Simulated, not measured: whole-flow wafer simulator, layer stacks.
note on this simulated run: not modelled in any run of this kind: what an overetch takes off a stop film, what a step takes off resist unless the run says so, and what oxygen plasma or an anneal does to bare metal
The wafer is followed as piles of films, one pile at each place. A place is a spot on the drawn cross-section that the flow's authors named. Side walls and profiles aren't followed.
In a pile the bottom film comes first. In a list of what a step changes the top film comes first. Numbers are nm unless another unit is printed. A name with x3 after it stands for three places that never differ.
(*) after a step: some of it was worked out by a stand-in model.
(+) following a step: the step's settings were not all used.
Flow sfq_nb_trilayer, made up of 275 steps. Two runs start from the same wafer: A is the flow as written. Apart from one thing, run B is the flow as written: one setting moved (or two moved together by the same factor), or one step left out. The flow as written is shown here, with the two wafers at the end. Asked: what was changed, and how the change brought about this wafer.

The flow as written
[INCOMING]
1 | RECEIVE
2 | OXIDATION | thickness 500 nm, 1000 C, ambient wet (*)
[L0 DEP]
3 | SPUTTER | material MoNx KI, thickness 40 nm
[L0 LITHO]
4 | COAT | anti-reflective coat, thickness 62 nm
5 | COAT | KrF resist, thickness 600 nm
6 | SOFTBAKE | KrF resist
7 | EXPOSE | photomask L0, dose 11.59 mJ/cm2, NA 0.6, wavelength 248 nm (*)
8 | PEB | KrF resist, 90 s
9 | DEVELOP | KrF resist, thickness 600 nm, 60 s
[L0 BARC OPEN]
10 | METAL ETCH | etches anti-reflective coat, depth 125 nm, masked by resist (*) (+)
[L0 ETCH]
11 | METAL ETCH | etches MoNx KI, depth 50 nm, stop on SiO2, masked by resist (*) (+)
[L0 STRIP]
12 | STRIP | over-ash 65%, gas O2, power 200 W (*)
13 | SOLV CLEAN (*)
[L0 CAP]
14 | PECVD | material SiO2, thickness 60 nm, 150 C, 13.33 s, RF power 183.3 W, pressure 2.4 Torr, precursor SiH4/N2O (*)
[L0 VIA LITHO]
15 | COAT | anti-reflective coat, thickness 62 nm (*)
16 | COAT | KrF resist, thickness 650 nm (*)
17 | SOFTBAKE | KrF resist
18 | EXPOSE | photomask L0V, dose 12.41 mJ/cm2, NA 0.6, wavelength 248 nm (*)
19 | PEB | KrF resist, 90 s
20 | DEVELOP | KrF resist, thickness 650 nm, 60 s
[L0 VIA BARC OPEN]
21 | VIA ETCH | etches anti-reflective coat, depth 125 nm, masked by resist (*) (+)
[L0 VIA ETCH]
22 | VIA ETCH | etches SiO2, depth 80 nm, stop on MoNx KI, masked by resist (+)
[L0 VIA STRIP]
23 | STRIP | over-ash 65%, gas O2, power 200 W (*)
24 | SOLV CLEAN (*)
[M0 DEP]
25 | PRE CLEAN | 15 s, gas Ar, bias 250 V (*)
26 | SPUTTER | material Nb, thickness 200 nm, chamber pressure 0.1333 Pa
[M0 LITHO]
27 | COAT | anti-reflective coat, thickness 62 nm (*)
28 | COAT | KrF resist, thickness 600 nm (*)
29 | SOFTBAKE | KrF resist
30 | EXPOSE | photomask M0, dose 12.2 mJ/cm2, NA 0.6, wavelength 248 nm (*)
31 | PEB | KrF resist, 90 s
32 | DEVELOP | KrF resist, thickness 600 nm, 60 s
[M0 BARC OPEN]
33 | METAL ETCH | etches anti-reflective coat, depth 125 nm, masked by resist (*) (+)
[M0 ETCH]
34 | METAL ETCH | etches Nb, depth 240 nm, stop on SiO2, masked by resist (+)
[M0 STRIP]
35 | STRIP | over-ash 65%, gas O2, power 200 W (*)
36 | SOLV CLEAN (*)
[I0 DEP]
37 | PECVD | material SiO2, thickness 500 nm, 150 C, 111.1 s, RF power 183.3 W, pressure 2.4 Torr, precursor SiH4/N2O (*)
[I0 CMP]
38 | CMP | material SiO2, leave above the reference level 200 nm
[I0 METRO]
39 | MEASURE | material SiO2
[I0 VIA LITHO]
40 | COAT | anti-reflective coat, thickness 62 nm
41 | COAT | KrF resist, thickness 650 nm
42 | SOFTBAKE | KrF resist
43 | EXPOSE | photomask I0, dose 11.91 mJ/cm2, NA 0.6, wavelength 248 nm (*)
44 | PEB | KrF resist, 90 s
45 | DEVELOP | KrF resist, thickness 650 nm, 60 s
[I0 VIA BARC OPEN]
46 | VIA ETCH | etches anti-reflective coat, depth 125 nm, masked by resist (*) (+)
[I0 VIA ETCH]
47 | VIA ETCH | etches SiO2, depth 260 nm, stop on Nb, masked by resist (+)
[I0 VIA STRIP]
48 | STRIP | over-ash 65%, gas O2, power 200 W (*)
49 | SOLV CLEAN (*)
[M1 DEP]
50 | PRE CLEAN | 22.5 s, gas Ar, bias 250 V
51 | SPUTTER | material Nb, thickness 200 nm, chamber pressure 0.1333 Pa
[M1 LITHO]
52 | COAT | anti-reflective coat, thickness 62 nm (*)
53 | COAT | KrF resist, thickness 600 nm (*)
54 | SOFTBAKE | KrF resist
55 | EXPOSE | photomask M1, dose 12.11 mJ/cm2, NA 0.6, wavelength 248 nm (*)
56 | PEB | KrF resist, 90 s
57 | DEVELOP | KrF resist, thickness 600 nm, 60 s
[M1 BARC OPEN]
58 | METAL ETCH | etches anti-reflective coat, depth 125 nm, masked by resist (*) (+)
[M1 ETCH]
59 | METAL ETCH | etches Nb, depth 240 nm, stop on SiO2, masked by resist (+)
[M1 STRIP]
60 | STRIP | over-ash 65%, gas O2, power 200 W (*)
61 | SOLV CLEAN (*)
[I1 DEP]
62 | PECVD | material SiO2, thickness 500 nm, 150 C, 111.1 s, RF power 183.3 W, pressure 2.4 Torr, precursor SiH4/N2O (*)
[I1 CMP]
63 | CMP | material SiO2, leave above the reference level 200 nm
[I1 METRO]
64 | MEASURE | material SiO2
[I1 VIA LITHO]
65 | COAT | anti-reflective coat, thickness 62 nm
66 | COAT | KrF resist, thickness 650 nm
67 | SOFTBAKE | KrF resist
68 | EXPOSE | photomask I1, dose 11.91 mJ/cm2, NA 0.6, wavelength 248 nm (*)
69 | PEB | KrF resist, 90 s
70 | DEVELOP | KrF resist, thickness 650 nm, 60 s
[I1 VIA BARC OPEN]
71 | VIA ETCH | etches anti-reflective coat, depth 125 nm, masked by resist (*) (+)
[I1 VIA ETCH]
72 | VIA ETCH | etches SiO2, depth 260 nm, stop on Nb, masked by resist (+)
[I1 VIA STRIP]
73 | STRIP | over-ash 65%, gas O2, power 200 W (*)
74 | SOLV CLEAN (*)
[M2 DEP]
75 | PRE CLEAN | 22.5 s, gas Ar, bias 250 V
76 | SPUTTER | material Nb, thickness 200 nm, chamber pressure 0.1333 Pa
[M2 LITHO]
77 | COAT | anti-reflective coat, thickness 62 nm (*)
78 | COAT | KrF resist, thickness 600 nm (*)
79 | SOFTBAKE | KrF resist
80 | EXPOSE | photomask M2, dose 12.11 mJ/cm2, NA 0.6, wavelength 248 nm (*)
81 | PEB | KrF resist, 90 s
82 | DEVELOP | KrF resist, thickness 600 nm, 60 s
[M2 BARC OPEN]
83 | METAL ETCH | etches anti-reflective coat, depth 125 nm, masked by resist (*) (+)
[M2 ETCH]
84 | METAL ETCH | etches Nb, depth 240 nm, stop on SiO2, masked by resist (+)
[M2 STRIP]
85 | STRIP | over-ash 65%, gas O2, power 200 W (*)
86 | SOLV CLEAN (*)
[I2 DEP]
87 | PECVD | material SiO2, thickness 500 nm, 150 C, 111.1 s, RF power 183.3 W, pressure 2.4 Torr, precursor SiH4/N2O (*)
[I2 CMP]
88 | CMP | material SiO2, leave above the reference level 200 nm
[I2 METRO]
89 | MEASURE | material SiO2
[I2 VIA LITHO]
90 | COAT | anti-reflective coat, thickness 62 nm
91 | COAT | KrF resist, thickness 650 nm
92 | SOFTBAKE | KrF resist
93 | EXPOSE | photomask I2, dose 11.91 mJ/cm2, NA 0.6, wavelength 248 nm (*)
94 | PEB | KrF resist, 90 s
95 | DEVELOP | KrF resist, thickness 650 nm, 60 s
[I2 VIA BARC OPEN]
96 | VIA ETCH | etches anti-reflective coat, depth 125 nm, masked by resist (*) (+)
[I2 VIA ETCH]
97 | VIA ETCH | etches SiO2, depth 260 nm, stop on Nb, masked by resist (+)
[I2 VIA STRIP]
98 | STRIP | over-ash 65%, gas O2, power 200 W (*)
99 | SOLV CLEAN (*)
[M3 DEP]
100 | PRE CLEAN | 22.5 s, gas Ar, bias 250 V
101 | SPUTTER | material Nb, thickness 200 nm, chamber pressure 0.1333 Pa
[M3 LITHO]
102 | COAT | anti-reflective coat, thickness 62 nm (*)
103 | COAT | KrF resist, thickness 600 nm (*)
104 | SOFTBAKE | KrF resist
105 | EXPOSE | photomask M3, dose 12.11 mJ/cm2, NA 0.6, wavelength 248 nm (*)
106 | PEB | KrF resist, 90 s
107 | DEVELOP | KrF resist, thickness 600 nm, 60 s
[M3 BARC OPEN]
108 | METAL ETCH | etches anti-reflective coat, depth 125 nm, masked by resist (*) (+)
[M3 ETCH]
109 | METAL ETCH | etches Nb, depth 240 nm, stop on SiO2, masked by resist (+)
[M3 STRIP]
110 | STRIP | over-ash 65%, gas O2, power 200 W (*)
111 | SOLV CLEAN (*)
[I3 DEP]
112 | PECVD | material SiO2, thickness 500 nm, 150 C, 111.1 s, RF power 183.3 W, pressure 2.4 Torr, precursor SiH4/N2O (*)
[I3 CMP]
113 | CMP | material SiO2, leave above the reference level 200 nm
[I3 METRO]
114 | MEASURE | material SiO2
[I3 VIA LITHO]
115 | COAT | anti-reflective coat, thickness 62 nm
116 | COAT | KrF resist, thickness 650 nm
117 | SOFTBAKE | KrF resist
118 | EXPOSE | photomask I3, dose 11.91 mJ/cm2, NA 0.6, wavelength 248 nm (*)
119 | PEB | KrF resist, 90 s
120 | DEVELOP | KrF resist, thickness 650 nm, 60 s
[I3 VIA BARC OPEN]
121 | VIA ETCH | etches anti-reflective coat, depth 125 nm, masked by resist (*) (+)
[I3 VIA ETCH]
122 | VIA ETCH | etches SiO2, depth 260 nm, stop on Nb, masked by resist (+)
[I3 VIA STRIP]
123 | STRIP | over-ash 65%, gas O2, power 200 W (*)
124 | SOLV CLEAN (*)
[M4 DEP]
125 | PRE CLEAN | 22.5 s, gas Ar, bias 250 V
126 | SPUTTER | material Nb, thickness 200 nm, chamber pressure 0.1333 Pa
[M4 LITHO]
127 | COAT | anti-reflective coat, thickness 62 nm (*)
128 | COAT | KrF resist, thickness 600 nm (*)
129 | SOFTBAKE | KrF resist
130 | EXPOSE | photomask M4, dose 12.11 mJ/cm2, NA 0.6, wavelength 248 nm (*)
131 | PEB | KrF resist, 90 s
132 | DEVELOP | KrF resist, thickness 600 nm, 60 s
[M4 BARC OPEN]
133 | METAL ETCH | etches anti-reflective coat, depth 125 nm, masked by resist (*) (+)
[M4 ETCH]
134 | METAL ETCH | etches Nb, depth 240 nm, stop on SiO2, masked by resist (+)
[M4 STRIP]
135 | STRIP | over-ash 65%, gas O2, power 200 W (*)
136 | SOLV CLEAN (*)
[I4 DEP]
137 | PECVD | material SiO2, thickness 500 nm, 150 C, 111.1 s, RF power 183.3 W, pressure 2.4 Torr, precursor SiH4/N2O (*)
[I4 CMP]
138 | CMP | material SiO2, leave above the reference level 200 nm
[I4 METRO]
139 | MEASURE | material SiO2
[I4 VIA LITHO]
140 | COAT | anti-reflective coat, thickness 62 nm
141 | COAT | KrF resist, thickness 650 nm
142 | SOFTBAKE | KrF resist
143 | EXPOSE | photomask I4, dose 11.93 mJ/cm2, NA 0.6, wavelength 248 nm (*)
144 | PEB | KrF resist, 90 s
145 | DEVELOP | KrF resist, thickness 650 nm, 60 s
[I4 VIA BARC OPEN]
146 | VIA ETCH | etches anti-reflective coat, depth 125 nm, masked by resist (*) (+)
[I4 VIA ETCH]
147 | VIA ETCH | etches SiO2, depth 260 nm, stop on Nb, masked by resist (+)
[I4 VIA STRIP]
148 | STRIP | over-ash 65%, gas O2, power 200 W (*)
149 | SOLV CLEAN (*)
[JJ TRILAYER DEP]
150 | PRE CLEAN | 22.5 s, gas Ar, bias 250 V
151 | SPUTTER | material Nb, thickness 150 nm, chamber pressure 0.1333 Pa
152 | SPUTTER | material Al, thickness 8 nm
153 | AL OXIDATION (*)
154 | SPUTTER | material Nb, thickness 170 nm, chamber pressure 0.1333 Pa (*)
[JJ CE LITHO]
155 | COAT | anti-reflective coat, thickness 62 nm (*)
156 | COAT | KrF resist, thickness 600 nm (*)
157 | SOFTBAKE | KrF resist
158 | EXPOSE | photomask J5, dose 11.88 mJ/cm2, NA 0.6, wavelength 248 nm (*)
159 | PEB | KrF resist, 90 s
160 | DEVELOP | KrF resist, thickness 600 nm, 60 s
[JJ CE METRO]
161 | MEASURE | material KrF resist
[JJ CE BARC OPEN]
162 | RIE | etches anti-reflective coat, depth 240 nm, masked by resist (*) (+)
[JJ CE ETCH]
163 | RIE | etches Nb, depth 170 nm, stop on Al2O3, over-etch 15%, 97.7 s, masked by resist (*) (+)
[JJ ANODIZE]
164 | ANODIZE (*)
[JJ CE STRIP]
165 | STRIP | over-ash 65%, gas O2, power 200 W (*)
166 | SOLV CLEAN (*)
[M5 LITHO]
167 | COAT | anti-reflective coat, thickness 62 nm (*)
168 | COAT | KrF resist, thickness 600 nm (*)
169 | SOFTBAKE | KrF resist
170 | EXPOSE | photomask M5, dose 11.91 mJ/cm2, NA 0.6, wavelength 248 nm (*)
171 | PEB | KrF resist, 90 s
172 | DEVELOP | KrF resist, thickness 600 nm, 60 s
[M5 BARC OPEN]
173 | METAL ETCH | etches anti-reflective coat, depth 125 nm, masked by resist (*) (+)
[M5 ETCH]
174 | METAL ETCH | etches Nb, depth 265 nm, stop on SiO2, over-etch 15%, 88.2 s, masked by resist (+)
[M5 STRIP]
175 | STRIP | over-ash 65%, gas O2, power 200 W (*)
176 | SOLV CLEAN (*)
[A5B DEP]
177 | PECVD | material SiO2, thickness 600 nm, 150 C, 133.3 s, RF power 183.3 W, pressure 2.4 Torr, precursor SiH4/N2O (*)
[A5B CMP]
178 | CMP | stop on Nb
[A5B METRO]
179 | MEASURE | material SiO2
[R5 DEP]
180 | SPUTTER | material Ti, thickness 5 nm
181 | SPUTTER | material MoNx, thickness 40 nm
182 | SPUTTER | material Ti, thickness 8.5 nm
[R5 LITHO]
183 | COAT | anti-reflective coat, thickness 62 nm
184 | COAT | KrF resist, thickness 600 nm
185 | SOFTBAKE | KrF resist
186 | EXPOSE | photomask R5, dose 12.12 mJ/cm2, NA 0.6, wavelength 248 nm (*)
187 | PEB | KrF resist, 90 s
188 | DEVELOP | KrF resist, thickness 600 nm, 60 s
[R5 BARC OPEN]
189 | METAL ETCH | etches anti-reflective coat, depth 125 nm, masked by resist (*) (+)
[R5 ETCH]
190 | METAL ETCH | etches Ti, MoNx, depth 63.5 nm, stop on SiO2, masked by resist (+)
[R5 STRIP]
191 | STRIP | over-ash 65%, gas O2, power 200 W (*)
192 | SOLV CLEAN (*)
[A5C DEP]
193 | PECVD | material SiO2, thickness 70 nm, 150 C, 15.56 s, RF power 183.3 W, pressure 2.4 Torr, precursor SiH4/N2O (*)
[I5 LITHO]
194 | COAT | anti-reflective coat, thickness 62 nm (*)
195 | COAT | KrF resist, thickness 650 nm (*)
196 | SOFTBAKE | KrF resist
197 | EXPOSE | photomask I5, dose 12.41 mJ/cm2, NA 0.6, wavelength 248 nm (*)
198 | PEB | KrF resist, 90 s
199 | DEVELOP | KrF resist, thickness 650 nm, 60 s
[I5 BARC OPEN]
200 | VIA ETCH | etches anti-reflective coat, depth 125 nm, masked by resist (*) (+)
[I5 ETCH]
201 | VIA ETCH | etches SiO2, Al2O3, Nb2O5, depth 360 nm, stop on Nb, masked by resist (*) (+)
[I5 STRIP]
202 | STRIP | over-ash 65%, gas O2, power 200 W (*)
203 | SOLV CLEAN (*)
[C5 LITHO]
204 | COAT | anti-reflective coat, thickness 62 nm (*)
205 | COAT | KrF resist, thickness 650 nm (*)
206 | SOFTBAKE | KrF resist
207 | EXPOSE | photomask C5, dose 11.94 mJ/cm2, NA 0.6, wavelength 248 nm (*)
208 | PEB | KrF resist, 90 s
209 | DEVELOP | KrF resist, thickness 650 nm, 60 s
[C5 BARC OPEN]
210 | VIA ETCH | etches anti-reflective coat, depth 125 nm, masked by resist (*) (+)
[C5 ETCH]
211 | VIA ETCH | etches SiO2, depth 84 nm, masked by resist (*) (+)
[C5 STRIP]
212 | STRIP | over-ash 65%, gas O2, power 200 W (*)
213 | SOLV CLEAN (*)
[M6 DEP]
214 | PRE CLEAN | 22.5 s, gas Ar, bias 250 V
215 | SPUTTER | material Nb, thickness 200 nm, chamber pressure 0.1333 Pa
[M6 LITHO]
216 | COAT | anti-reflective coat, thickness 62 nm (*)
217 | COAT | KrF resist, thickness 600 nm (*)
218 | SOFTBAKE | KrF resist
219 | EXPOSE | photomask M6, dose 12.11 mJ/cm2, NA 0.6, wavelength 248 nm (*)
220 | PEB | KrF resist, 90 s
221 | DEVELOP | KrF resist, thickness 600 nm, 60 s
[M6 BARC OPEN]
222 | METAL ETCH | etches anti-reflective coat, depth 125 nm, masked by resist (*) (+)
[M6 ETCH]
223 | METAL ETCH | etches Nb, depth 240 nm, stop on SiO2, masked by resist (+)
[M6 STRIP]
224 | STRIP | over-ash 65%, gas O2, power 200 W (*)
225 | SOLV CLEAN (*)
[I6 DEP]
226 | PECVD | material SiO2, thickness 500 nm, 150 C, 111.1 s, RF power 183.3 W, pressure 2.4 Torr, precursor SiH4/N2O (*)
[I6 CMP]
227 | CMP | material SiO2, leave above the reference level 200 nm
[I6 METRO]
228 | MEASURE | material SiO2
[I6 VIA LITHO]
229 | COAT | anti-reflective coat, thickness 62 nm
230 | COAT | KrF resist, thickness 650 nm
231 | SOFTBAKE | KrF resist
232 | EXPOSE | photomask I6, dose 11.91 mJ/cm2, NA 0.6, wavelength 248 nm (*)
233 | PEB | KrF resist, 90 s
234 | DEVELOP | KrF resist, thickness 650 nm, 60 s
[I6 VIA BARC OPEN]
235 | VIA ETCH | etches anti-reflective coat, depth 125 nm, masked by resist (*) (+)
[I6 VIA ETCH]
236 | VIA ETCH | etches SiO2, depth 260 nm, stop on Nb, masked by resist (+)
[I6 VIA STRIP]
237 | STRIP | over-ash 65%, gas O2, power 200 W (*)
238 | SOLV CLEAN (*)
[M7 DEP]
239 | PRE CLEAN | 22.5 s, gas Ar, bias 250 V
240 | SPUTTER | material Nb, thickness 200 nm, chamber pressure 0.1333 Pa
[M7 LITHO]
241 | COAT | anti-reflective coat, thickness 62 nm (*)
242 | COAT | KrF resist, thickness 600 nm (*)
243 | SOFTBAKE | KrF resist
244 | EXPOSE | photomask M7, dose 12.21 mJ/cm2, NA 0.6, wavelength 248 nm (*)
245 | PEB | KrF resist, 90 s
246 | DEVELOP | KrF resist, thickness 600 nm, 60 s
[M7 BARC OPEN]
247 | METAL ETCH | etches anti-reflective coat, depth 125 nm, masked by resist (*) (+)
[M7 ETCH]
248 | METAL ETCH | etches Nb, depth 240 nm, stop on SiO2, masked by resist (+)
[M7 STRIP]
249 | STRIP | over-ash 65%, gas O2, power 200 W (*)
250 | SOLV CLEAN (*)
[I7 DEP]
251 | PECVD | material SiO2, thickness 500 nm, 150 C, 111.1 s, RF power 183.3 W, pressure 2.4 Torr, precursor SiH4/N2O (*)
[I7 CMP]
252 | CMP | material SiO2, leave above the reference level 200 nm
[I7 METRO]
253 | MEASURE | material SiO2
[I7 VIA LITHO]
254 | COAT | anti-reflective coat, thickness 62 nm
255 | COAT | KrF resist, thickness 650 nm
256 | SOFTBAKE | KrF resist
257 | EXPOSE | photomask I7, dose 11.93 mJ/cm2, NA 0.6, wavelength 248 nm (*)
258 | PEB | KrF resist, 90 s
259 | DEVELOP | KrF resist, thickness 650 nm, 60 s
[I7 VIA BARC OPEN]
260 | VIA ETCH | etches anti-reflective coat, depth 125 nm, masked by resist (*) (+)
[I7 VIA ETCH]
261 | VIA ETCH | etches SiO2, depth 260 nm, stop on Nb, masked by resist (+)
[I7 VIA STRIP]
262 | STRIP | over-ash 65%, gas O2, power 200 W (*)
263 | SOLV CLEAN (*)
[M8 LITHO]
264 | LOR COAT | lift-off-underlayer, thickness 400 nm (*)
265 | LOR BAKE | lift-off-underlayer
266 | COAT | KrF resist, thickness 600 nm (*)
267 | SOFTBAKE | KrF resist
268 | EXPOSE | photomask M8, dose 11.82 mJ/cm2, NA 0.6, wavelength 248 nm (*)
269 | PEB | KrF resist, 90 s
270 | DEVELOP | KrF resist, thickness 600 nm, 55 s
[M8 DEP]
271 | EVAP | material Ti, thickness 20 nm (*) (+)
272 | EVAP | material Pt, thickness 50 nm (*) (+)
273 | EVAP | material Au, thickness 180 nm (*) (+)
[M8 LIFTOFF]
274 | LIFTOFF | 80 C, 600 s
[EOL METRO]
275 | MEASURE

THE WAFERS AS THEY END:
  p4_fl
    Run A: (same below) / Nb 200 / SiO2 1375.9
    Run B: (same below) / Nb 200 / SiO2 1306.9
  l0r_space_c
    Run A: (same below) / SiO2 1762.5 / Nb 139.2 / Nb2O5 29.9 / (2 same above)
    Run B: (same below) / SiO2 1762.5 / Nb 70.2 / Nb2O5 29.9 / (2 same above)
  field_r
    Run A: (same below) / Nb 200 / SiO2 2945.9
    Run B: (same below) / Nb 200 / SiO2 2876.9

The reason: step 151, SPUTTER: thickness 81 nm was run, while the flow as written has thickness 150 nm.

Step by step, how the change led to this:
  151 | SPUTTER | material Nb, thickness 150 nm, chamber pressure 0.1333 Pa
      field_l, v_sur, via_sp and 100 more: A +150 Nb (new film) | B +81 Nb (new film)
      via_wl, via_wr: A +130.4 Nb | B +57.9 Nb
      (as well as at 1 more place)
  154 | SPUTTER | material Nb, thickness 170 nm, chamber pressure 0.1333 Pa (*)
      via_w: A +141 Nb (new film) | B +145.1 Nb (new film)
  155 | COAT | anti-reflective coat, thickness 62 nm (*)
      via_wl, via_wr: A +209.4 anti-reflective coat (new film) | B +222.6 anti-reflective coat (new film)
  162 | RIE | etches anti-reflective coat, depth 240 nm, masked by resist (*) (+)
      ce_l, c5j, ce_r, wl_jj: A -209.4 KrF resist | B -222.6 KrF resist
      via_wl, via_wr: A -209.4 anti-reflective coat (all of it) | B -222.6 anti-reflective coat (all of it)
  163 | RIE | etches Nb, depth 170 nm, stop on Al2O3, over-etch 15%, 97.7 s, masked by resist (*) (+)
      via_w: A -141 Nb (all of it), -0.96 Al2O3 (all of it) | B -145.1 Nb (all of it), -0.96 Al2O3 (all of it)
  164 | ANODIZE (*)
      via_wl, via_wr: A +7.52 Al2O3 (new film), +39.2 Nb2O5 (new film), -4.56 Al (all of it), -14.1 Nb | B +8.2 Al2O3 (new film), +38 Nb2O5 (new film), -4.97 Al (all of it), -13.7 Nb
  165 | STRIP | over-ash 65%, gas O2, power 200 W (*)
      ce_l: A -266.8 KrF resist (all of it), -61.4 anti-reflective coat (all of it) | B -253.6 KrF resist (all of it), -61.5 anti-reflective coat (all of it)
      c5j: A -266.9 KrF resist (all of it), -61.5 anti-reflective coat (all of it) | B -253.7 KrF resist (all of it), -61.5 anti-reflective coat (all of it)
      (as well as at 2 more places)
  167 | COAT | anti-reflective coat, thickness 62 nm (*)
      via_w: A +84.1 anti-reflective coat (new film) | B +78.5 anti-reflective coat (new film)
      ce_l: A +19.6 anti-reflective coat (new film) | B +18.6 anti-reflective coat (new film)
      (as well as at 1 more place)
  174 | METAL ETCH | etches Nb, depth 265 nm, stop on SiO2, over-etch 15%, 88.2 s, masked by resist (+)
      field_l, r_sur, res and 50 more: A -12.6 Al2O3 (all of it), -29.9 Nb2O5 (all of it), -139.2 Nb (all of it), -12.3 SiO2 | B -12.6 Al2O3 (all of it), -29.9 Nb2O5 (all of it), -70.2 Nb (all of it), -19.2 SiO2
  175 | STRIP | over-ash 65%, gas O2, power 200 W (*)
      via_w: A -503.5 KrF resist (all of it), -84.1 anti-reflective coat (all of it) | B -496.9 KrF resist (all of it), -78.5 anti-reflective coat (all of it)
      ce_l: A -299.6 KrF resist (all of it), -19.6 anti-reflective coat (all of it) | B -300.6 KrF resist (all of it), -18.6 anti-reflective coat (all of it)
      (as well as at 1 more place)
  177 | PECVD | material SiO2, thickness 600 nm, 150 C, 133.3 s, RF power 183.3 W, pressure 2.4 Torr, precursor SiH4/N2O (*)
      via_wl, via_wr: A +600 SiO2 (new film) | B +613 SiO2 (new film)
  178 | CMP | stop on Nb
      field_l, p4_fl, p4_fm and 39 more: A -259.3 SiO2 | B -321.4 SiO2
      r_sur, res, r_end, moat, field_r, lsp_l: A -252.3 SiO2 | B -321.4 SiO2
      (as well as at 8 more places)
